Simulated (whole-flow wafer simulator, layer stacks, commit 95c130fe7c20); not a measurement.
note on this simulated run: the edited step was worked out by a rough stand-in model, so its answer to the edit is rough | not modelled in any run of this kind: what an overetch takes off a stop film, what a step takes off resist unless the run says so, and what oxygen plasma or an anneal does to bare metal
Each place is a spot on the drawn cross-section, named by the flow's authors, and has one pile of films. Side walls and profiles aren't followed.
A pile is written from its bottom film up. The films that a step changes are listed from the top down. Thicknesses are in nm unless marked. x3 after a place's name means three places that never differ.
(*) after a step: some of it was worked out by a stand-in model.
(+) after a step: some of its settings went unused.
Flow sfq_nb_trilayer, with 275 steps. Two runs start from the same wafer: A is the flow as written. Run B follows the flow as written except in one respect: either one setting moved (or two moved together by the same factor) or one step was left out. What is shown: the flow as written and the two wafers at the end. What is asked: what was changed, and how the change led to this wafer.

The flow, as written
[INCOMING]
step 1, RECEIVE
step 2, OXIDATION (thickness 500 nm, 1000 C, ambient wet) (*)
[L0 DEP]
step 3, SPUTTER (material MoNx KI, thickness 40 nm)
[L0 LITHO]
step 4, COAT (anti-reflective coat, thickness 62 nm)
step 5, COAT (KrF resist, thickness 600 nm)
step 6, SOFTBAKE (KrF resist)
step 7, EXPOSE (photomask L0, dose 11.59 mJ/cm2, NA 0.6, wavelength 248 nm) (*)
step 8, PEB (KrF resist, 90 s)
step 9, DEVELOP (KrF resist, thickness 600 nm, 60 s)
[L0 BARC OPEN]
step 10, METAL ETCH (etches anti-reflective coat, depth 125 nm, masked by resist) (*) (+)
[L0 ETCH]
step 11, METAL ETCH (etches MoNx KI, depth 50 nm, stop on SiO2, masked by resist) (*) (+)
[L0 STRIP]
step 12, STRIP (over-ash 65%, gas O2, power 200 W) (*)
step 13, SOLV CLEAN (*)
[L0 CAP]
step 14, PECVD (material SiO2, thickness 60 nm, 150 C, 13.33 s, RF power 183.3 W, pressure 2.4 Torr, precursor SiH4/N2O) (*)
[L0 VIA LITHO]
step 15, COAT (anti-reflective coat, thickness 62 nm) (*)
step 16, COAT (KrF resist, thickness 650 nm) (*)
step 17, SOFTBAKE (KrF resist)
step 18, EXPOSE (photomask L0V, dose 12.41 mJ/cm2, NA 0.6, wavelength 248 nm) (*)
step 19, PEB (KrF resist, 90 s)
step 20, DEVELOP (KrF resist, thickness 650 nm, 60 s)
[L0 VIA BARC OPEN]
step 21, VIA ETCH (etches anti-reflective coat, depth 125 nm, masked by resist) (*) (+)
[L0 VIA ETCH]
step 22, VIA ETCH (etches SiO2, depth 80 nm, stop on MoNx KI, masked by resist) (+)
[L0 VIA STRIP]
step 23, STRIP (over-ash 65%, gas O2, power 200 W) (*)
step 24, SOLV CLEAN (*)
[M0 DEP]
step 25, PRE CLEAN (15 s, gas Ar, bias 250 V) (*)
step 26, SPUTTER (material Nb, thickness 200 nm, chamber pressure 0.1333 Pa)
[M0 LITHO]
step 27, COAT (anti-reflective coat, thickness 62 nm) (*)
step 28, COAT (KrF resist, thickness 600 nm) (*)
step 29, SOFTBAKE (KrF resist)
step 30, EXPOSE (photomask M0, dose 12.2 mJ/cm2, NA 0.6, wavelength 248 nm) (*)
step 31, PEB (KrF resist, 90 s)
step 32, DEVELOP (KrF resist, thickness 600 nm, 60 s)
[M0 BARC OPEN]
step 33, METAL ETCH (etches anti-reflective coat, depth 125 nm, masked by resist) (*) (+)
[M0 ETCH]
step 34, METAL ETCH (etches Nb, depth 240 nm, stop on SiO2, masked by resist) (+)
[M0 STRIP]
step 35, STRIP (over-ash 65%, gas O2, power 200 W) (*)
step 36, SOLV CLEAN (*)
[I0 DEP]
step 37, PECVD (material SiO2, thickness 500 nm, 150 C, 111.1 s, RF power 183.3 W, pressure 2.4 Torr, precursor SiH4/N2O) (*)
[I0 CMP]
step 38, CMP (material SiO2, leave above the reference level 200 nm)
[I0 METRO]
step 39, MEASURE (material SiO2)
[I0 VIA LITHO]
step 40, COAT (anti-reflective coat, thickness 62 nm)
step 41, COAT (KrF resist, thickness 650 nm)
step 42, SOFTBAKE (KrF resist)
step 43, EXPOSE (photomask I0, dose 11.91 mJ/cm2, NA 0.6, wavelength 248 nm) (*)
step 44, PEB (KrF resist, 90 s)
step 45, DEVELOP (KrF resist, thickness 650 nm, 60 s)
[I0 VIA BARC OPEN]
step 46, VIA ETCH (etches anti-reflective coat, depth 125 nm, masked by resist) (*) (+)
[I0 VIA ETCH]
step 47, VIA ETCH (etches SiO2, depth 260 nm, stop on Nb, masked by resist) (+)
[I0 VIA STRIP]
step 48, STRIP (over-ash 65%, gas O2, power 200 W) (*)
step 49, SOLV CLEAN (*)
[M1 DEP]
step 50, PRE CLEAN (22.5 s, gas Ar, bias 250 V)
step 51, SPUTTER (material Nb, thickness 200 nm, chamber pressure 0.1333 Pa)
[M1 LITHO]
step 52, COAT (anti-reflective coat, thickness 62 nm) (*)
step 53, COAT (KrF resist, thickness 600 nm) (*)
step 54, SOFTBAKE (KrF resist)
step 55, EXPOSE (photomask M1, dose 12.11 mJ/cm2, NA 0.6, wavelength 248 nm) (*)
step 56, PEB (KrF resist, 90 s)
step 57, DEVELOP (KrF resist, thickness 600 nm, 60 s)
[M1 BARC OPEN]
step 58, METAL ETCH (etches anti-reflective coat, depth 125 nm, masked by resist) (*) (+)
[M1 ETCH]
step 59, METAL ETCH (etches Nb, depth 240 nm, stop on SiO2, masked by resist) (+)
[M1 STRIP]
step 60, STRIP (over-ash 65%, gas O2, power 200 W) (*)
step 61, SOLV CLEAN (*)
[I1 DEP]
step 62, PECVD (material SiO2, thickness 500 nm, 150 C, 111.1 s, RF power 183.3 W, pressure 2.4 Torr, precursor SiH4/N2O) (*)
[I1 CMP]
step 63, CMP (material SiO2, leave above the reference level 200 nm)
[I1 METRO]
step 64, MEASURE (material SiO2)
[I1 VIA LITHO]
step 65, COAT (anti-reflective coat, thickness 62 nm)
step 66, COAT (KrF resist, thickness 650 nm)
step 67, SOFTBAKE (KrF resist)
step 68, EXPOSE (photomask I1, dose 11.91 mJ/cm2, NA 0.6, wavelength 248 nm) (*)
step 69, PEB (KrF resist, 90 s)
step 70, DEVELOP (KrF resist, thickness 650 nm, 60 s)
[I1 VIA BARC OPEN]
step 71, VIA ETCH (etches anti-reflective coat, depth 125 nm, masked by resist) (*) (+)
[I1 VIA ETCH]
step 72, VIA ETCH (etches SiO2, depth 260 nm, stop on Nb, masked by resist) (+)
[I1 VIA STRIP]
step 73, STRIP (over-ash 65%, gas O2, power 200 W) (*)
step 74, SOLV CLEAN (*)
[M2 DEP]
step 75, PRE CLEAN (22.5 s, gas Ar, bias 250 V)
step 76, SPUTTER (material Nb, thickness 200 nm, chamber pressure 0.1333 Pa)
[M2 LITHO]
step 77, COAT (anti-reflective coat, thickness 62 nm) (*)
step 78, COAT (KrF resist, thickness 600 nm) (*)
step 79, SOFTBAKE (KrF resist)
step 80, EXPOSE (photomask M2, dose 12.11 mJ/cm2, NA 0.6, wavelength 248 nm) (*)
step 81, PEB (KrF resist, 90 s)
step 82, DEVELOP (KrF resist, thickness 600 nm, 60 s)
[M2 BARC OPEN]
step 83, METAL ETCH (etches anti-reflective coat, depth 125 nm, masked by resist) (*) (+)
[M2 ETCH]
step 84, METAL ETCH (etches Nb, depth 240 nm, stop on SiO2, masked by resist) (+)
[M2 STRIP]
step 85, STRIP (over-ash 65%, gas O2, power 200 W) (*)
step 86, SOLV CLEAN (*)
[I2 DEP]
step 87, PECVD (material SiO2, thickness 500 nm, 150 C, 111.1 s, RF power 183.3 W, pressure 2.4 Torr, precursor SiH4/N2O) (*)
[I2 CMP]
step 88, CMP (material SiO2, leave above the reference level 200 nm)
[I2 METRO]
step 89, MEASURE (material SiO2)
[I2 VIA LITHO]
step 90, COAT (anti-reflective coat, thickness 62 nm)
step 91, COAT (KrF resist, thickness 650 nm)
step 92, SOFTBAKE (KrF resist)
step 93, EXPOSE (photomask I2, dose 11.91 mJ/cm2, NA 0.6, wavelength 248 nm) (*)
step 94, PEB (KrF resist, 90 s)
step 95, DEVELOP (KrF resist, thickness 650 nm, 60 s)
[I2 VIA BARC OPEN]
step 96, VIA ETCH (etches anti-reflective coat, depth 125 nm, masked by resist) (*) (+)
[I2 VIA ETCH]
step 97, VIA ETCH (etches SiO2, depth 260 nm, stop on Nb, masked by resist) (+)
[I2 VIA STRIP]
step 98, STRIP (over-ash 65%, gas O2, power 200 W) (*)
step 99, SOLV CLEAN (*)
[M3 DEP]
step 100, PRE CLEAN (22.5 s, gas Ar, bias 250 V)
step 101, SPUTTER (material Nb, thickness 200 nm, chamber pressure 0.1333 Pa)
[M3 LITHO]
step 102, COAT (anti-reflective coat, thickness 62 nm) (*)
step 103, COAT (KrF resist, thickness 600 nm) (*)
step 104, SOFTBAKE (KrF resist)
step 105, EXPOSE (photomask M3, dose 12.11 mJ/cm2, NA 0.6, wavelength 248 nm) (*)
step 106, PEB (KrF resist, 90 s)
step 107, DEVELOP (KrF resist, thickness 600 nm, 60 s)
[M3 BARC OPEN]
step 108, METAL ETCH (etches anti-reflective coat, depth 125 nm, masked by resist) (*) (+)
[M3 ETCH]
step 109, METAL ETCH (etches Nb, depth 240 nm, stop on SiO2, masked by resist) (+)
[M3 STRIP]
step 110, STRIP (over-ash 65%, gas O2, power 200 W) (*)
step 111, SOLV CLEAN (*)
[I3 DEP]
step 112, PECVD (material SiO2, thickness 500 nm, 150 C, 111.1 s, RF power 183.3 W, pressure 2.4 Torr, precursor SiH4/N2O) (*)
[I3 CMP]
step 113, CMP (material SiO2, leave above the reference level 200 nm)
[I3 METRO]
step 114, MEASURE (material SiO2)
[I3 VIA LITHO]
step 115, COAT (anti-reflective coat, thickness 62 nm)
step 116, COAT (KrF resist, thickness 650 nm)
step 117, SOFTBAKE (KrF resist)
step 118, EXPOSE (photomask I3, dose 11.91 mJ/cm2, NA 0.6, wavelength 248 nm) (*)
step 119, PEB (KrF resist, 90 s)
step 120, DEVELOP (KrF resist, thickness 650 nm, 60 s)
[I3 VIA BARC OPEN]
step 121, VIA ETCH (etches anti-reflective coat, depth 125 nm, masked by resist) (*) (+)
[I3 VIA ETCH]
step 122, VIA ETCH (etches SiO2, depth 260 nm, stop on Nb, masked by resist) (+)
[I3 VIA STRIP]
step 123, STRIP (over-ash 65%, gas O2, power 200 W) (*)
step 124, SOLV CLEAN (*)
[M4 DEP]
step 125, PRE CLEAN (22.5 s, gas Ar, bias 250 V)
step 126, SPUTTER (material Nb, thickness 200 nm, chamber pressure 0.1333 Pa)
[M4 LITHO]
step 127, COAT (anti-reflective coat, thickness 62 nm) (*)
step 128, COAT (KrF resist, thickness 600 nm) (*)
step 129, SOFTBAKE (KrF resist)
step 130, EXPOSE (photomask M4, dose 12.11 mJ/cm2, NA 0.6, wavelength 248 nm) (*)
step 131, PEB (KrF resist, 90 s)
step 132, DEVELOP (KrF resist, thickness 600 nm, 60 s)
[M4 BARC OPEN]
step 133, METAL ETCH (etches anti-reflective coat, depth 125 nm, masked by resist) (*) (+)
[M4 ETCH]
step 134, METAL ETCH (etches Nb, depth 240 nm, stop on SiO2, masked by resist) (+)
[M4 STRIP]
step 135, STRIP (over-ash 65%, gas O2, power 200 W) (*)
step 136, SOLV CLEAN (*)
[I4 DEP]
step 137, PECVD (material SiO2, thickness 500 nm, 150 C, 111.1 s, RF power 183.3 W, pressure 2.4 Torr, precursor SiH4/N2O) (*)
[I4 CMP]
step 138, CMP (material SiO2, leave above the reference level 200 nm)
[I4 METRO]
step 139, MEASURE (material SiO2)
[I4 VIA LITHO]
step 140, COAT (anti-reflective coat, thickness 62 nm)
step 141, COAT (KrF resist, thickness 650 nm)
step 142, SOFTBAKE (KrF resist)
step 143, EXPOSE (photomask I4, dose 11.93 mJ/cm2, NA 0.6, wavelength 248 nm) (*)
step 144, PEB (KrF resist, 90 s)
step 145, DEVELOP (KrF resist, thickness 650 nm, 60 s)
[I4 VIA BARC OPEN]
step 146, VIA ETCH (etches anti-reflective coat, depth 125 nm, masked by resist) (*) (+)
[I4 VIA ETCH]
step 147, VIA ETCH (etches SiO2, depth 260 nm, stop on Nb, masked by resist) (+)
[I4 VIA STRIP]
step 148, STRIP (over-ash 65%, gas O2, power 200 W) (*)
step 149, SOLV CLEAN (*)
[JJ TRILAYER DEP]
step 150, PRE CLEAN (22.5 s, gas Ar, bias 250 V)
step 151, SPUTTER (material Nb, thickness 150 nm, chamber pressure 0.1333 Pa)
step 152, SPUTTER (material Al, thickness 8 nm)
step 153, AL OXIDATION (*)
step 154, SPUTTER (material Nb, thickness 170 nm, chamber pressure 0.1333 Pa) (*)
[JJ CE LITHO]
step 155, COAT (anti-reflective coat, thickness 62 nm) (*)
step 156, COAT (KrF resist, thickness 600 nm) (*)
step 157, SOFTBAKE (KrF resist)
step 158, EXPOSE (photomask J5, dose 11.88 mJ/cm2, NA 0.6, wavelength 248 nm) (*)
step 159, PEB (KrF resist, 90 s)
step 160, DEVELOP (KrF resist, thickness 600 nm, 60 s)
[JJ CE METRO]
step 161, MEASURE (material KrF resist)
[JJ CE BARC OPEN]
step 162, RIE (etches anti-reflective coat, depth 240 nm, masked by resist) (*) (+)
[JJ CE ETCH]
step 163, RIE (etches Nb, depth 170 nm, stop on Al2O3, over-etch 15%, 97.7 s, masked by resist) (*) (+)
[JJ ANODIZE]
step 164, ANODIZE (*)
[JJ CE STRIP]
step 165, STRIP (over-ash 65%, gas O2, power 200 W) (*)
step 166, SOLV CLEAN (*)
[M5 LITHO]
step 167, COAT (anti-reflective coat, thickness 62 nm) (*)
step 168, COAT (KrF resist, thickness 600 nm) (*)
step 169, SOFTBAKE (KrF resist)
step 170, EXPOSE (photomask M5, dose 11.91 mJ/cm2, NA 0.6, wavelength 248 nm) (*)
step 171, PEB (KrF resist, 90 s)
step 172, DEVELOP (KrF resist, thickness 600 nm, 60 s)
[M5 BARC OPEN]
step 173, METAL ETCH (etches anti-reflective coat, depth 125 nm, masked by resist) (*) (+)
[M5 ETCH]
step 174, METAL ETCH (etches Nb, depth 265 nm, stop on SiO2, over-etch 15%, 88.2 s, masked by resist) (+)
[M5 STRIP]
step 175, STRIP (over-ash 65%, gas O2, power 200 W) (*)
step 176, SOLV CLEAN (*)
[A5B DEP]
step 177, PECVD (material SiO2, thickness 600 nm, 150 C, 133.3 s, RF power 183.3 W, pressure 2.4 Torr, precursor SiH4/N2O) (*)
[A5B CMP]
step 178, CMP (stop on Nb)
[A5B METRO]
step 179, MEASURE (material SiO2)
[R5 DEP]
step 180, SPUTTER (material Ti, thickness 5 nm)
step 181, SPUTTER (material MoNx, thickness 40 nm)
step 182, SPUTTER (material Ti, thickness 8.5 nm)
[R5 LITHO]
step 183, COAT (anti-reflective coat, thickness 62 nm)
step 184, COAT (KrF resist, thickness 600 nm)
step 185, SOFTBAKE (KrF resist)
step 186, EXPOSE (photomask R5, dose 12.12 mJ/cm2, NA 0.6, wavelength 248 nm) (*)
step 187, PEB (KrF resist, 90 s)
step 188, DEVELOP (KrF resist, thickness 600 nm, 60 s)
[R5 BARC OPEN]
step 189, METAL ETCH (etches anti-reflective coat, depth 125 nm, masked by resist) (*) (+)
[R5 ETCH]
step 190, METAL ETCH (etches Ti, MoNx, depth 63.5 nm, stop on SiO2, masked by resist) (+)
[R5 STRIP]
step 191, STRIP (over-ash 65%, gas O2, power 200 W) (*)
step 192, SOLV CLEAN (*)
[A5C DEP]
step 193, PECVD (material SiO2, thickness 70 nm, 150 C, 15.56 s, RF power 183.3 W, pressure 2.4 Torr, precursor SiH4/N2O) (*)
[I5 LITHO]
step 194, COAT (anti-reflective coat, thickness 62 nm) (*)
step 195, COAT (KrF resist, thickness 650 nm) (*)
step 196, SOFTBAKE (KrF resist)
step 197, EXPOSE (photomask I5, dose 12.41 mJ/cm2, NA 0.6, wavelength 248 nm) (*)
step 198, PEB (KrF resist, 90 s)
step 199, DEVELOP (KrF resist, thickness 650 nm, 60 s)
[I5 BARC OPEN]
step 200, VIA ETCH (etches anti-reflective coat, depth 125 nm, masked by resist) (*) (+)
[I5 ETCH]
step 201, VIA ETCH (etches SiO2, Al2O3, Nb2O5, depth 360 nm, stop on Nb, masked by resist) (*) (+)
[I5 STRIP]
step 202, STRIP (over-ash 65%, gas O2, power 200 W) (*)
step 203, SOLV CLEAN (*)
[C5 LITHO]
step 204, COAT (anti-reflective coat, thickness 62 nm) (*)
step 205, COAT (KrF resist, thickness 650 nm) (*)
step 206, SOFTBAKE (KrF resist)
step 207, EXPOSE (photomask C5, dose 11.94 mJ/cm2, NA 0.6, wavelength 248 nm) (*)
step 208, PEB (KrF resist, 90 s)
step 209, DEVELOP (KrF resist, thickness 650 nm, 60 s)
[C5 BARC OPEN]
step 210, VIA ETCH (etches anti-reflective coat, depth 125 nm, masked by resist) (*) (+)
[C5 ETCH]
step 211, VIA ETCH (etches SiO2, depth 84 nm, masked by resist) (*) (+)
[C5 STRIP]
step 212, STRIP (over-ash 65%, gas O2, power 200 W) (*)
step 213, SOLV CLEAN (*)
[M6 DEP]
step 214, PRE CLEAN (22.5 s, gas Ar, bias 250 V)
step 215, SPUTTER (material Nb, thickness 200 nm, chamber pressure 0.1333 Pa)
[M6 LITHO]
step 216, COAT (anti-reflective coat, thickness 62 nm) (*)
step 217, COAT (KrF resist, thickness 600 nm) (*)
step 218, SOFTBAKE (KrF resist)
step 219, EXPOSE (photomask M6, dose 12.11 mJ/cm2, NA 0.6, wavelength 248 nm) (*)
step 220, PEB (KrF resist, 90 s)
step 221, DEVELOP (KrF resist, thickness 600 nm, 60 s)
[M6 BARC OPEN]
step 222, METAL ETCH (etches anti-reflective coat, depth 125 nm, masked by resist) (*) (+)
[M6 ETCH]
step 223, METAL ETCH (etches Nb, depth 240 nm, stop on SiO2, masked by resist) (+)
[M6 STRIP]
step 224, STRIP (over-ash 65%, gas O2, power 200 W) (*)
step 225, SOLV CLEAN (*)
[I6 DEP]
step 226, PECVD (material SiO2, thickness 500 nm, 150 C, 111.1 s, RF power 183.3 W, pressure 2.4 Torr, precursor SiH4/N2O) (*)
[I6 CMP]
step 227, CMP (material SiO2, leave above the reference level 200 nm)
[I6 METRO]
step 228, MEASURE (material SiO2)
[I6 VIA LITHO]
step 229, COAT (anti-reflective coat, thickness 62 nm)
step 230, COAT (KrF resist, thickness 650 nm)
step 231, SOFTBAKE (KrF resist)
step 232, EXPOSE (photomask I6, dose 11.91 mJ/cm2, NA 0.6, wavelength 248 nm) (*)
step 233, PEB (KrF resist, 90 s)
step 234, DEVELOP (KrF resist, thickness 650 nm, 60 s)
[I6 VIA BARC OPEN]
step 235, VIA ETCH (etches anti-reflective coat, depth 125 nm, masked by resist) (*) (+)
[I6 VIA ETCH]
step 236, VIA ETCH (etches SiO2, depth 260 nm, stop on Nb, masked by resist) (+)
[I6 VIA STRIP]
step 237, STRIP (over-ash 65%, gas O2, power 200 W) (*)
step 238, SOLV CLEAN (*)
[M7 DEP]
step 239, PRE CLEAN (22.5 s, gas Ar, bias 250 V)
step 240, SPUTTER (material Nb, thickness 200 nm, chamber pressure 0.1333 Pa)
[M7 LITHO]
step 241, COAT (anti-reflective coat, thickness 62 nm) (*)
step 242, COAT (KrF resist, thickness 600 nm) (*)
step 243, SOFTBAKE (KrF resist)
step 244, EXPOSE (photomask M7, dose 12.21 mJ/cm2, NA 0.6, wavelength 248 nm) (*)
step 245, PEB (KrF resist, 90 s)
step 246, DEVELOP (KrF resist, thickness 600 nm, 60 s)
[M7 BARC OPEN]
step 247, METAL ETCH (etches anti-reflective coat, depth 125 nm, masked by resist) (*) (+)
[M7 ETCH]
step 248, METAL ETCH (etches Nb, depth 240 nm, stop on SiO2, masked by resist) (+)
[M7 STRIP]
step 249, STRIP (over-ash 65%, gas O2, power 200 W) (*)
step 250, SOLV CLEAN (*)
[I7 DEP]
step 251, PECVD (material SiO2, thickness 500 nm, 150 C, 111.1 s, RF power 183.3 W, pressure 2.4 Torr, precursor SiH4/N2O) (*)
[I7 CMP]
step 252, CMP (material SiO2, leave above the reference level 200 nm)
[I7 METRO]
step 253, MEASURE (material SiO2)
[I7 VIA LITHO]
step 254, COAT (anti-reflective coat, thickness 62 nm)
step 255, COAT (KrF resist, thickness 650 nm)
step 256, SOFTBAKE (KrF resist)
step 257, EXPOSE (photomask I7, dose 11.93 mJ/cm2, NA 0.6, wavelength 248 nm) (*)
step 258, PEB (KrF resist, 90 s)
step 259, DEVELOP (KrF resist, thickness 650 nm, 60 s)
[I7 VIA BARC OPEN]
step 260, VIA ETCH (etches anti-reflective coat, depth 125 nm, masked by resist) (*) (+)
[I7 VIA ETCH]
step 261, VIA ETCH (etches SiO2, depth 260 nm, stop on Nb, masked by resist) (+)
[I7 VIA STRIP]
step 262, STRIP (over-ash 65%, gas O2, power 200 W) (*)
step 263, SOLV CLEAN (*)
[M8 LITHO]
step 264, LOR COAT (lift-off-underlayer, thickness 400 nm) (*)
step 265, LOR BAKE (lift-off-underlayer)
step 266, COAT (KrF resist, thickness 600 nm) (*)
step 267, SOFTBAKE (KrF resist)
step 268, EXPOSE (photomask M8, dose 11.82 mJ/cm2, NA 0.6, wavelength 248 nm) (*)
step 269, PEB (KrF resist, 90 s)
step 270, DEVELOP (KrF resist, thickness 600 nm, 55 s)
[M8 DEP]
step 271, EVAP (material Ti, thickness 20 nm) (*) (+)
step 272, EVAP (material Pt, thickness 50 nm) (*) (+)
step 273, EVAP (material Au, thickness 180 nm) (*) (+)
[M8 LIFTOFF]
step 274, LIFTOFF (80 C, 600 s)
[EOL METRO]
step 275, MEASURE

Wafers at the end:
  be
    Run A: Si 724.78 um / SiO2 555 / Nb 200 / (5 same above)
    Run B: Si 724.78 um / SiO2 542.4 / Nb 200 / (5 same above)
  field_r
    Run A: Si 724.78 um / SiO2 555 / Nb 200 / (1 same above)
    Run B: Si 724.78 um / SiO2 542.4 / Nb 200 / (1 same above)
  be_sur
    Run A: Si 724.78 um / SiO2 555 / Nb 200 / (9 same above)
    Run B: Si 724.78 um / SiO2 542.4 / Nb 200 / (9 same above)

What caused this: step 14, PECVD: thickness 47.4 nm was run, whereas the flow has thickness 60 nm; step 14, PECVD: 10.53 s was run, where the flow has 13.33 s.

How this came from the change, step by step:
  step 14, PECVD (material SiO2, thickness 60 nm, 150 C, 13.33 s, RF power 183.3 W, pressure 2.4 Torr, precursor SiH4/N2O) (*)
      v_sur, via_wl, via_w and 97 more: A SiO2 gains 60 | B SiO2 gains 47.4
      field_l, l0_sur, l0v, l0r_line_l, l0r_line_c, l0r_line_r: A SiO2 gains 60 (new film) | B SiO2 gains 47.4 (new film)
  step 22, VIA ETCH (etches SiO2, depth 80 nm, stop on MoNx KI, masked by resist) (+)
      field_l, v_sur, via_wl and 102 more: A KrF resist loses 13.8 | B KrF resist loses 12.2
      l0v: A SiO2 loses 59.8 (all of it) | B SiO2 loses 47.2 (all of it)
  step 27, COAT (anti-reflective coat, thickness 62 nm) (*)
      l0_sur: A anti-reflective coat gains 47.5 (new film) | B anti-reflective coat gains 48.9 (new film)
      l0v: A anti-reflective coat gains 78 (new film) | B anti-reflective coat gains 74.2 (new film)
  step 35, STRIP (over-ash 65%, gas O2, power 200 W) (*)
      l0_sur: A KrF resist loses 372 (all of it), anti-reflective coat loses 47.5 (all of it) | B KrF resist loses 372.8 (all of it), anti-reflective coat loses 48.9 (all of it)
      l0v: A KrF resist loses 405.3 (all of it), anti-reflective coat loses 78 (all of it) | B KrF resist loses 397.4 (all of it), anti-reflective coat loses 74.2 (all of it)
  step 38, CMP (material SiO2, leave above the reference level 200 nm)
      l0v: A SiO2 loses 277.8 | B SiO2 loses 292.5
